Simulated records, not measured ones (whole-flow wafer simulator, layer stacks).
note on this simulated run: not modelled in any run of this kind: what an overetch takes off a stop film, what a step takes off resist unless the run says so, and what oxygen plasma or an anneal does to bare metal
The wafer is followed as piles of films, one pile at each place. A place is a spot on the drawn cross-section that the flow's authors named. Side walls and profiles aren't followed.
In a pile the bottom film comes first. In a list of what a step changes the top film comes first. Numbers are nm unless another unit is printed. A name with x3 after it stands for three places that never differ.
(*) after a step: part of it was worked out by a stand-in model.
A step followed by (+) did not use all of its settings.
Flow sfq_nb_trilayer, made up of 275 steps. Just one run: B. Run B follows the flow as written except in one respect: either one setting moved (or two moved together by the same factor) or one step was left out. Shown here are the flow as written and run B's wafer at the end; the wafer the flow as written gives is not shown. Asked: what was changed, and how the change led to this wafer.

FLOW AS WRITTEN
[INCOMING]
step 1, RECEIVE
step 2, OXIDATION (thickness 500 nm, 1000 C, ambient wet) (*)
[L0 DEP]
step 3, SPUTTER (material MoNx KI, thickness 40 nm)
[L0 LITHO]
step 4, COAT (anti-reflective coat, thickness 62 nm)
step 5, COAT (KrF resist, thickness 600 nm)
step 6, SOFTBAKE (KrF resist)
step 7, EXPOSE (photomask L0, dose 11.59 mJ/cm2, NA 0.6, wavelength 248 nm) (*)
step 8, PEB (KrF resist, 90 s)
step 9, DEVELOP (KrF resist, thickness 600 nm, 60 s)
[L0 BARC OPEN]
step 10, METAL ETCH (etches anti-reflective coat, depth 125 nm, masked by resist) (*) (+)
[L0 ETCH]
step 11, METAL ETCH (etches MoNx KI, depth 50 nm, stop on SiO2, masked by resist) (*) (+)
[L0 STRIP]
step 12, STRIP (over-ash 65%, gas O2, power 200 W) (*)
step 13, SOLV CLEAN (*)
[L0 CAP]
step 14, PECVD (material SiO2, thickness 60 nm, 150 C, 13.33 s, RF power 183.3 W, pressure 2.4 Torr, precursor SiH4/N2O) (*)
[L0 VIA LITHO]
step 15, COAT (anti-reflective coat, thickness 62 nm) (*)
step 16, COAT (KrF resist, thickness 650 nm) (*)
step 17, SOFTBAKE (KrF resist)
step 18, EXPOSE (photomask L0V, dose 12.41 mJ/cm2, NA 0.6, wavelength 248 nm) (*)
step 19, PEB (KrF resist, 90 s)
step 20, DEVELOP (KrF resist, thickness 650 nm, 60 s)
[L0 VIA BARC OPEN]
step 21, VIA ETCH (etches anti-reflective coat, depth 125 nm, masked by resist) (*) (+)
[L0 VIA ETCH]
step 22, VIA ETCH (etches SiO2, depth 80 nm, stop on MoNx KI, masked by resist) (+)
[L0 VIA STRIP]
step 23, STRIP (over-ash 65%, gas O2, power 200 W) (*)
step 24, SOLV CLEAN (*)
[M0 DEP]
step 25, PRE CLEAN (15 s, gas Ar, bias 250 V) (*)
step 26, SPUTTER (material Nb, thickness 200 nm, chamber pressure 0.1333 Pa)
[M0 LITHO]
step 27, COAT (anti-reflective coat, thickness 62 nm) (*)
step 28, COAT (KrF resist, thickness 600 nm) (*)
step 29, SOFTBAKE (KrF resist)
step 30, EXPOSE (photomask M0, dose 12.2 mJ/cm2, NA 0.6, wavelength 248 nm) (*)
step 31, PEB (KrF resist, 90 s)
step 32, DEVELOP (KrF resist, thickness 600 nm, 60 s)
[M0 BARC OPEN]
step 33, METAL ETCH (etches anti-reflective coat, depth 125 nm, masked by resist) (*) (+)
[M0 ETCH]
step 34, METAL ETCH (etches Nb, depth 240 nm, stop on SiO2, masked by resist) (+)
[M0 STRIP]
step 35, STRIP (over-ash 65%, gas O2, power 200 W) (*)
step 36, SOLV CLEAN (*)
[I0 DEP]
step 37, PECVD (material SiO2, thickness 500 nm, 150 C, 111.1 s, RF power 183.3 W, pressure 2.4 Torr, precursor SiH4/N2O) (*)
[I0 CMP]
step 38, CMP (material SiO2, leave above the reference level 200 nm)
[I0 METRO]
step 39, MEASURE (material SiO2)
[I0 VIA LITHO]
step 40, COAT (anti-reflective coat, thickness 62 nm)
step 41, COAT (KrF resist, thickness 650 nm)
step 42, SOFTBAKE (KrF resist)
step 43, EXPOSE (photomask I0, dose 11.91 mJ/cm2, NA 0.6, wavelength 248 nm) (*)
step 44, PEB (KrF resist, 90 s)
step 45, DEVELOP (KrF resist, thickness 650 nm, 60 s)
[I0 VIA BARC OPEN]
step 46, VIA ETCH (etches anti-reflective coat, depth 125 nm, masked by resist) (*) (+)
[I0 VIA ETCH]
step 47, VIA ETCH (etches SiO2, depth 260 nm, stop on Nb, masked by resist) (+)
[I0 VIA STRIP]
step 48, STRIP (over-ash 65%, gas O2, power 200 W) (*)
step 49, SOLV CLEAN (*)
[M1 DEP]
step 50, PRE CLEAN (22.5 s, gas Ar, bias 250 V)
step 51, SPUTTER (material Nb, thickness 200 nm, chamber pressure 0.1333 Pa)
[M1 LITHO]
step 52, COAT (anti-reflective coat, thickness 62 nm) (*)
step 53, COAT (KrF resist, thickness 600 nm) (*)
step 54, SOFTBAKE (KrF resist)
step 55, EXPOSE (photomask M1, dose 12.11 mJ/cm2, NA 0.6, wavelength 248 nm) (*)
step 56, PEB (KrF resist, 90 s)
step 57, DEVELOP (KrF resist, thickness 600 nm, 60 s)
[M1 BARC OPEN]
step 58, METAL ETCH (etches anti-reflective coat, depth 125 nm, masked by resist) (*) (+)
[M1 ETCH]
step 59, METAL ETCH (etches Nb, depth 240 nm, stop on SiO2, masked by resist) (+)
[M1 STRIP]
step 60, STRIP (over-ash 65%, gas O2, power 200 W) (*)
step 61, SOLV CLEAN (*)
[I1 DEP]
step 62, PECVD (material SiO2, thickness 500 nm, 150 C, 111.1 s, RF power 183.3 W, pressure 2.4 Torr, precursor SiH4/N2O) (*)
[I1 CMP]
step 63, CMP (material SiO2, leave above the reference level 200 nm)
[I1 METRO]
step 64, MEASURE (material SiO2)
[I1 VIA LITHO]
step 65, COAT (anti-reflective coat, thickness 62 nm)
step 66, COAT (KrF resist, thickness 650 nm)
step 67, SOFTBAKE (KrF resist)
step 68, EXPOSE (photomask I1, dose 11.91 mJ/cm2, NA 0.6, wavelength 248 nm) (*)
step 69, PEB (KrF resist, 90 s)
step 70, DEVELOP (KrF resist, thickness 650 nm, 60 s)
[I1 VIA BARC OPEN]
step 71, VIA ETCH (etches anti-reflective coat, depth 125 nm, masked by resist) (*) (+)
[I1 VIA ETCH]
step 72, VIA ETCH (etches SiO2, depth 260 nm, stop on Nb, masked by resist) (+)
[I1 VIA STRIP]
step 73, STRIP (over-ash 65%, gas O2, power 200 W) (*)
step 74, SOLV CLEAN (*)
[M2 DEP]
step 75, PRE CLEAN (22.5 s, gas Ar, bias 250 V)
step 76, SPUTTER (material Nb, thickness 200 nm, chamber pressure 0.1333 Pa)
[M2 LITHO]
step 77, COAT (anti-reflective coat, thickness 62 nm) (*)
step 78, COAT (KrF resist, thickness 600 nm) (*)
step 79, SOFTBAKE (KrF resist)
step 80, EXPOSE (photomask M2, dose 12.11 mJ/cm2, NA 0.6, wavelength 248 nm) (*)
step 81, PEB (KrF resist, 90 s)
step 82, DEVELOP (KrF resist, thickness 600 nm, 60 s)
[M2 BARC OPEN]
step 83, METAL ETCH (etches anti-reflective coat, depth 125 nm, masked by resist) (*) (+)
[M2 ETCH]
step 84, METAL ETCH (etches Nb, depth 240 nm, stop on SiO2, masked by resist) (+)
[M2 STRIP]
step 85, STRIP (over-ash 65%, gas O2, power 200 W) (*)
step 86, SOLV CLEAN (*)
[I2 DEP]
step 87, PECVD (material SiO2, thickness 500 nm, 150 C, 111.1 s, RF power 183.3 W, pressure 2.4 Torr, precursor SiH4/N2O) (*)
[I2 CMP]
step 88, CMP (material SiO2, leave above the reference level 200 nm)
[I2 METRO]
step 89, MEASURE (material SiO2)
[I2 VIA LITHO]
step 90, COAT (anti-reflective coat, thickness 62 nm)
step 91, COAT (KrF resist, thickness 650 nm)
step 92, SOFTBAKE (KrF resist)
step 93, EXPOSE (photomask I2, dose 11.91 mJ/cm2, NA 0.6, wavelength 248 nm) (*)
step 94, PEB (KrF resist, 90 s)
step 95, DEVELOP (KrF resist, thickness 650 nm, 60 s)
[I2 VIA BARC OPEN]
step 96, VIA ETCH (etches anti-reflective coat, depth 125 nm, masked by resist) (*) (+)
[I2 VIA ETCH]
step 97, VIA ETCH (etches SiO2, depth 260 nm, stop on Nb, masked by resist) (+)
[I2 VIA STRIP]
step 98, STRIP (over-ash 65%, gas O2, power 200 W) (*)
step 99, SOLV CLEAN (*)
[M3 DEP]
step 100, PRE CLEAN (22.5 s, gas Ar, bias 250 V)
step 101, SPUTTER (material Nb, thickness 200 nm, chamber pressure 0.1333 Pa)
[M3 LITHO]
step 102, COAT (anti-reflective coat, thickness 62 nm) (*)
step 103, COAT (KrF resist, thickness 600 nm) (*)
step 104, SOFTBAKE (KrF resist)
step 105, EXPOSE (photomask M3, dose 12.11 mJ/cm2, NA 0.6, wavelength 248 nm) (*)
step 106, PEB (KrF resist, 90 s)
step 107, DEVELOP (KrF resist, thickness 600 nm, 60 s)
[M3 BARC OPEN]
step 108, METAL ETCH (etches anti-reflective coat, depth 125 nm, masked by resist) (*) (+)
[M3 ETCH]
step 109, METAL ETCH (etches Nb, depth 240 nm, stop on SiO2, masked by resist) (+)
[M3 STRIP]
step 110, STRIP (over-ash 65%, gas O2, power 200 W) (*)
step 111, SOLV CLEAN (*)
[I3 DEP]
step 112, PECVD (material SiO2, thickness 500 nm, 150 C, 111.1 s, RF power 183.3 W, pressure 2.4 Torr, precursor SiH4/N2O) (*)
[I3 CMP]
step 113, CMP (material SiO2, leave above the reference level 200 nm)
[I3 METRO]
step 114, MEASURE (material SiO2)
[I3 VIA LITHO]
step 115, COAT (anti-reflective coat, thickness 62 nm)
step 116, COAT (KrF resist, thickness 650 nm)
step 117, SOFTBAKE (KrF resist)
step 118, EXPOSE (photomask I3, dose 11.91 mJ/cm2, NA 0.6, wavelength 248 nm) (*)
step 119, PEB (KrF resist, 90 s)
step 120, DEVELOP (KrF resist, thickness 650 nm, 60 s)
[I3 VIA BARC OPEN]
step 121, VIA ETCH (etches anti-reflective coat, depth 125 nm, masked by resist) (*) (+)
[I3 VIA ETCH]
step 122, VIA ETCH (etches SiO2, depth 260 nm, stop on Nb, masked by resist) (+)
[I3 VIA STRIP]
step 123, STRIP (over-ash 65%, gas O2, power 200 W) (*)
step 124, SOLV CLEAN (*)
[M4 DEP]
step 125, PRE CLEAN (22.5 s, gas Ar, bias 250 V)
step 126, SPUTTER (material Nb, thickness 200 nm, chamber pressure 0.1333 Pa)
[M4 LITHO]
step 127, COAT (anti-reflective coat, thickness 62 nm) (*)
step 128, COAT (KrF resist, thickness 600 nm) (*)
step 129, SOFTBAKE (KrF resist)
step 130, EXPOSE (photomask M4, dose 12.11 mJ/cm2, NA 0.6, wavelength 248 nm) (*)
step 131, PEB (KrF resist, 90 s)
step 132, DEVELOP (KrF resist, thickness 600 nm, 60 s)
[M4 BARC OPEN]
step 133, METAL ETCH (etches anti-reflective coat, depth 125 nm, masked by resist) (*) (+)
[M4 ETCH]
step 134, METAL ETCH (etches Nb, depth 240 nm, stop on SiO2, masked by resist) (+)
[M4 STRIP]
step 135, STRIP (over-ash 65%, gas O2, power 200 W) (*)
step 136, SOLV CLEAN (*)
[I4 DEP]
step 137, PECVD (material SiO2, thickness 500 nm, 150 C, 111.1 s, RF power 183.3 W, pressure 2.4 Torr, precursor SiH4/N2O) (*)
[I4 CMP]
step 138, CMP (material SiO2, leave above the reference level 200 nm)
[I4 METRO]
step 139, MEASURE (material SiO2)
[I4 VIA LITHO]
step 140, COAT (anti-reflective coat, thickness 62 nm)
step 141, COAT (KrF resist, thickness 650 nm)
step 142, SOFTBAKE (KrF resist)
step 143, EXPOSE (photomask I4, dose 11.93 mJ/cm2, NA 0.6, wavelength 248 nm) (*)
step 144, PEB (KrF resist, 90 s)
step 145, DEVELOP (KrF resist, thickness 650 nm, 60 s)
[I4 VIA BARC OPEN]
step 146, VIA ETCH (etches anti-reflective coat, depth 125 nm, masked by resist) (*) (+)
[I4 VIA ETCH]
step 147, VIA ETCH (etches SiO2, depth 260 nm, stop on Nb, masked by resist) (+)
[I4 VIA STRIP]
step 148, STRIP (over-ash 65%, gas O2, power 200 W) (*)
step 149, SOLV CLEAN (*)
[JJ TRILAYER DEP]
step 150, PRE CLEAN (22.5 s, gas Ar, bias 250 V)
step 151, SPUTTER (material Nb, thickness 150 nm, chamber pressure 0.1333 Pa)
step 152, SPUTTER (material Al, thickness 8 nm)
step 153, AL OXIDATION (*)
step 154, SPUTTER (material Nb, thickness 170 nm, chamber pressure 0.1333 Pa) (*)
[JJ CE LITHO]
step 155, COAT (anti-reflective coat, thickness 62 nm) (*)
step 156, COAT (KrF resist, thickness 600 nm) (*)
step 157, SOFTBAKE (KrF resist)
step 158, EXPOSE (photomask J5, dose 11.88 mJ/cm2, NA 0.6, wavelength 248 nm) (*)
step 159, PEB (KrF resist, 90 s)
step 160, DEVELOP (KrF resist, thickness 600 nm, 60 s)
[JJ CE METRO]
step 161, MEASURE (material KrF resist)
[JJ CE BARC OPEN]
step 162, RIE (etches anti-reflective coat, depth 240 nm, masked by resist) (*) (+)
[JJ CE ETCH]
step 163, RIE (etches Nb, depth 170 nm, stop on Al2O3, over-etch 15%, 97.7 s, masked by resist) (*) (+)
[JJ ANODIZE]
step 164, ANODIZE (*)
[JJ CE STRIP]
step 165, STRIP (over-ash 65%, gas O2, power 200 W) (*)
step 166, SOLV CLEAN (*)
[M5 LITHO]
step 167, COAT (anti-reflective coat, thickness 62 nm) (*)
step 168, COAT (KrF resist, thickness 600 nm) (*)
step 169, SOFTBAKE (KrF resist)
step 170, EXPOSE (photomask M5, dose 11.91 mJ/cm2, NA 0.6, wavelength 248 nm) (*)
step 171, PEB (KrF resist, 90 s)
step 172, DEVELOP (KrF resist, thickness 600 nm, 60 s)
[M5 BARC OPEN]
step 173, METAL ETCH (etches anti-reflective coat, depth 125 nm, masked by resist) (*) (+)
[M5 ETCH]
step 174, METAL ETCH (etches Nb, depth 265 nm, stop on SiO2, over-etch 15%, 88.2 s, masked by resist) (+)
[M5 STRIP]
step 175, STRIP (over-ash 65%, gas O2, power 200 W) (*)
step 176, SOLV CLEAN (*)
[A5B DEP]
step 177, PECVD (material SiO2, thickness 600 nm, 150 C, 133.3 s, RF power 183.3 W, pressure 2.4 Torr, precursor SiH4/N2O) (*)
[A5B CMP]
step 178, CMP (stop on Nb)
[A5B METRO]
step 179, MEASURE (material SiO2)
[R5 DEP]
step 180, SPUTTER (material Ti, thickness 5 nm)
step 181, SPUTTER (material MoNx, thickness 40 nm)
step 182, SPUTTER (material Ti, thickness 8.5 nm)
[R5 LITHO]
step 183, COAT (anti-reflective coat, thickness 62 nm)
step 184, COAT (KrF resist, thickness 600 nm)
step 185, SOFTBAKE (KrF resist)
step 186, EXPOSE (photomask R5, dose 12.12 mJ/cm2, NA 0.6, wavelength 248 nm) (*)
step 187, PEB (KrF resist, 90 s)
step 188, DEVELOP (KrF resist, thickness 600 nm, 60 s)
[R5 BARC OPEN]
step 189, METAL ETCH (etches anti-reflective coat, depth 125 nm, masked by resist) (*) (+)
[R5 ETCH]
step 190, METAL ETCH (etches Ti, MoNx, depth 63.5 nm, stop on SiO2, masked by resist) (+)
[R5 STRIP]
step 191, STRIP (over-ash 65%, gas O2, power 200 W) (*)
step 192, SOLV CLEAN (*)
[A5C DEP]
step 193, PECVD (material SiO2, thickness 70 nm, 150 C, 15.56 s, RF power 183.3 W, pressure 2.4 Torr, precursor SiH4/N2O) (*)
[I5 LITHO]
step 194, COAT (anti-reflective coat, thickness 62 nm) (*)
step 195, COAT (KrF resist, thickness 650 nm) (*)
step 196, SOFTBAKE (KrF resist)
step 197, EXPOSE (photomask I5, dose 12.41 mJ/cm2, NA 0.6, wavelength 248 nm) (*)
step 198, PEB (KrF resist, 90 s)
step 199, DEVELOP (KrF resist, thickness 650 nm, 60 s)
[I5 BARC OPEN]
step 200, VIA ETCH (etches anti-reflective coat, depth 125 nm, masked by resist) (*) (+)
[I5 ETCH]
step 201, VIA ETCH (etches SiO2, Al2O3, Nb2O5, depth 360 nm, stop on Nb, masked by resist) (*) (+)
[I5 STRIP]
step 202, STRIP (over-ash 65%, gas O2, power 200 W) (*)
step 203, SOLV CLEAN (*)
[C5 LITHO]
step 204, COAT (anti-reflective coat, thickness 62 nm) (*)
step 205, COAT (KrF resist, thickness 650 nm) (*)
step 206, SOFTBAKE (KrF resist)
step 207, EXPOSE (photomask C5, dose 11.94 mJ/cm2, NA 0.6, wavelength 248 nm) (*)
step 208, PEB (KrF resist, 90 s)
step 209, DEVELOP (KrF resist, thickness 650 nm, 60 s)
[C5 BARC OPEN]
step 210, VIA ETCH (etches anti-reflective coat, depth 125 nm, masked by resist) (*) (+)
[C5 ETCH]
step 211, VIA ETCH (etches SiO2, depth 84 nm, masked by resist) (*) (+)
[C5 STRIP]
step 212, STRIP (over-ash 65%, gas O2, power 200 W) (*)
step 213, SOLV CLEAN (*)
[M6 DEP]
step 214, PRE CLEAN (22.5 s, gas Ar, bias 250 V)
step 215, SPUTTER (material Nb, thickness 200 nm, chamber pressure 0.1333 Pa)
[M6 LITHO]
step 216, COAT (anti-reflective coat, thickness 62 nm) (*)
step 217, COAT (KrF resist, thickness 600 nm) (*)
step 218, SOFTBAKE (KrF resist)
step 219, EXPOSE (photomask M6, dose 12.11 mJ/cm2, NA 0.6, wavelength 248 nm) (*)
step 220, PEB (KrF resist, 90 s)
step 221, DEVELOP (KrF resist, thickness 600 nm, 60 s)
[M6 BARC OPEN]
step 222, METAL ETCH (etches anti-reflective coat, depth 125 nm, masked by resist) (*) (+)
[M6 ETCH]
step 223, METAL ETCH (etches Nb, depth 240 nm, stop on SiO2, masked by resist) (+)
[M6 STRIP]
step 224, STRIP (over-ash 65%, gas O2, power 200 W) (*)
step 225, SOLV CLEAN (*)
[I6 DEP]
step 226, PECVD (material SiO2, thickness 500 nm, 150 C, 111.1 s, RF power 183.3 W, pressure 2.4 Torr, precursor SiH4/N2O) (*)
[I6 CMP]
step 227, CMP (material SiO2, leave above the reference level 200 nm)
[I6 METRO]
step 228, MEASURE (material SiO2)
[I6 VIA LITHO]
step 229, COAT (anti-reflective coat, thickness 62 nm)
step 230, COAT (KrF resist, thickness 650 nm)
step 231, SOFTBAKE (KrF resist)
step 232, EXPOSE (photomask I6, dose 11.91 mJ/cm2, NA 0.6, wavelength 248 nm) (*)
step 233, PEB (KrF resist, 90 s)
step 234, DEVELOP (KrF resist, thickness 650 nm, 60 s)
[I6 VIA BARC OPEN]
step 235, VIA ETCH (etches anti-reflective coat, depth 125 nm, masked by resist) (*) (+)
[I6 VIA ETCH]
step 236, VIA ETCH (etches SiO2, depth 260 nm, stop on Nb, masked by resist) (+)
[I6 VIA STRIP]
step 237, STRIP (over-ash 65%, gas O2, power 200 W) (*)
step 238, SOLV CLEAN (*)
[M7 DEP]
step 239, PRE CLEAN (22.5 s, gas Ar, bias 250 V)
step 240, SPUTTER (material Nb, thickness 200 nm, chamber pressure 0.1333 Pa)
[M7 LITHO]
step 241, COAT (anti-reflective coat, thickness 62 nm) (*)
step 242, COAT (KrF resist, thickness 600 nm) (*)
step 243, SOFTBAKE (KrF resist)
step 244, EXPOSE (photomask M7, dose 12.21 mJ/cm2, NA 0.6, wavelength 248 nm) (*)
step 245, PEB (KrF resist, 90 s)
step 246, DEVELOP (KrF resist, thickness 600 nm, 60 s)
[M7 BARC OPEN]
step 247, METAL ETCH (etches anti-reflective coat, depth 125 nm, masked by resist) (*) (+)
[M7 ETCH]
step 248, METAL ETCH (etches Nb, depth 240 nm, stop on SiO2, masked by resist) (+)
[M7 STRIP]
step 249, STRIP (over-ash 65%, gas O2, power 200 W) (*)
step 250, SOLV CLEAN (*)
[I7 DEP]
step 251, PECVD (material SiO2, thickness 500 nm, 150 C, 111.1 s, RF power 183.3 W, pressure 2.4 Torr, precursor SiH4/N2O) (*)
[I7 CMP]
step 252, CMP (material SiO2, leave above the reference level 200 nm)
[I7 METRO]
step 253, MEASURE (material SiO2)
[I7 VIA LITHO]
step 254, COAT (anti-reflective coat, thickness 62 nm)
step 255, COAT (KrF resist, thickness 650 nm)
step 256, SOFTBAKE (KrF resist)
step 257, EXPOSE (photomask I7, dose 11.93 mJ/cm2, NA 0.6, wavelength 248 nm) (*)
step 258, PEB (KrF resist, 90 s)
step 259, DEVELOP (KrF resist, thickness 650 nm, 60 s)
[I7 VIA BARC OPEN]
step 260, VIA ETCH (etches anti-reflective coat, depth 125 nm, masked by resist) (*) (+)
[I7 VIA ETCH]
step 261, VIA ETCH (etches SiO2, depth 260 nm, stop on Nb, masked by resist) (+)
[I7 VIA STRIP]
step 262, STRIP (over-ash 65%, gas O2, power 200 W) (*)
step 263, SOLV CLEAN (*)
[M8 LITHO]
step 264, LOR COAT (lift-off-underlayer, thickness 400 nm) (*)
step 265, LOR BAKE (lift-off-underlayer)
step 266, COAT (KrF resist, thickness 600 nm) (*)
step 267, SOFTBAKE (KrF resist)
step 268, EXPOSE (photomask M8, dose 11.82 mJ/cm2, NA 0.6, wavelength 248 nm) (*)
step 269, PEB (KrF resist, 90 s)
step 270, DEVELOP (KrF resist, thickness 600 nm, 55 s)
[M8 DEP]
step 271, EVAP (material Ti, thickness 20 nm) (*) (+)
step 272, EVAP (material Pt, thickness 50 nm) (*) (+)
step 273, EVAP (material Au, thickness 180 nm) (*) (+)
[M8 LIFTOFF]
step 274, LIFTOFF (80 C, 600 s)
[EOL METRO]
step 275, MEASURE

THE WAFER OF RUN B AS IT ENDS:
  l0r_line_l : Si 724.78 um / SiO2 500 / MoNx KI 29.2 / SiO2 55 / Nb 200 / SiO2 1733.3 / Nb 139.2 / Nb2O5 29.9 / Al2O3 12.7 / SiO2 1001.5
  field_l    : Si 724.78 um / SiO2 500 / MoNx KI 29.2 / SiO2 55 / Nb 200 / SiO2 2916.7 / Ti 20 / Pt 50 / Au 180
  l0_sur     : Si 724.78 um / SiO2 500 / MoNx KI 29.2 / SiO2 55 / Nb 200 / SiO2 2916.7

Cause: step 3, SPUTTER: thickness 29.2 nm was run, whereas the flow has thickness 40 nm.
The wafer lets one read it off: l0r_line_l has MoNx KI 29.2, and step 3 as written asks for 40 nm.

Step by step, how the change led to this:
  step 3, SPUTTER (material MoNx KI, thickness 40 nm)
      field_l, v_sur, via_wl and 103 more: +29.2 MoNx KI (new film) (it would be, as written: +40 MoNx KI (new film))
  step 11, METAL ETCH (etches MoNx KI, depth 50 nm, stop on SiO2, masked by resist) (*) (+)
      v_sur, via_wl, via_w and 97 more: -29.2 MoNx KI (all of it) (it would be, as written: -40 MoNx KI (all of it))
      field_l, l0_sur, l0v, l0r_line_l, l0r_line_c, l0r_line_r: -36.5 KrF resist (it would be, as written: -41.7 KrF resist)
  step 15, COAT (anti-reflective coat, thickness 62 nm) (*)
      field_l: +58 anti-reflective coat (new film) (it would be, as written: +56.7 anti-reflective coat (new film))
      v_sur: +69.5 anti-reflective coat (new film) (it would be, as written: +72.2 anti-reflective coat (new film))
      (and at 3 other places as well)
  step 23, STRIP (over-ash 65%, gas O2, power 200 W) (*)
      field_l: -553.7 KrF resist (all of it), -58 anti-reflective coat (all of it) (it would be, as written: -551.4 KrF resist (all of it), -56.7 anti-reflective coat (all of it))
      v_sur: -567.4 KrF resist (all of it), -69.5 anti-reflective coat (all of it) (it would be, as written: -570.5 KrF resist (all of it), -72.2 anti-reflective coat (all of it))
      (and at 3 other places as well)
  step 27, COAT (anti-reflective coat, thickness 62 nm) (*)
      field_l: +58.1 anti-reflective coat (new film) (it would be, as written: +56.9 anti-reflective coat (new film))
      v_sur: +69.6 anti-reflective coat (new film) (it would be, as written: +72.3 anti-reflective coat (new film))
      (and at 3 other places as well)
  step 35, STRIP (over-ash 65%, gas O2, power 200 W) (*)
      field_l: -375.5 KrF resist (all of it), -58.1 anti-reflective coat (all of it) (it would be, as written: -372.9 KrF resist (all of it), -56.9 anti-reflective coat (all of it))
      v_sur: -388.9 KrF resist (all of it), -69.6 anti-reflective coat (all of it) (it would be, as written: -391.6 KrF resist (all of it), -72.3 anti-reflective coat (all of it))
      (and at 3 other places as well)
  step 38, CMP (material SiO2, leave above the reference level 200 nm)
      field_l, l0_sur, l0r_line_l, l0r_line_c, l0r_line_r: -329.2 SiO2 (it would be, as written: -340 SiO2)
      l0v: -267 SiO2 (it would be, as written: -277.8 SiO2)
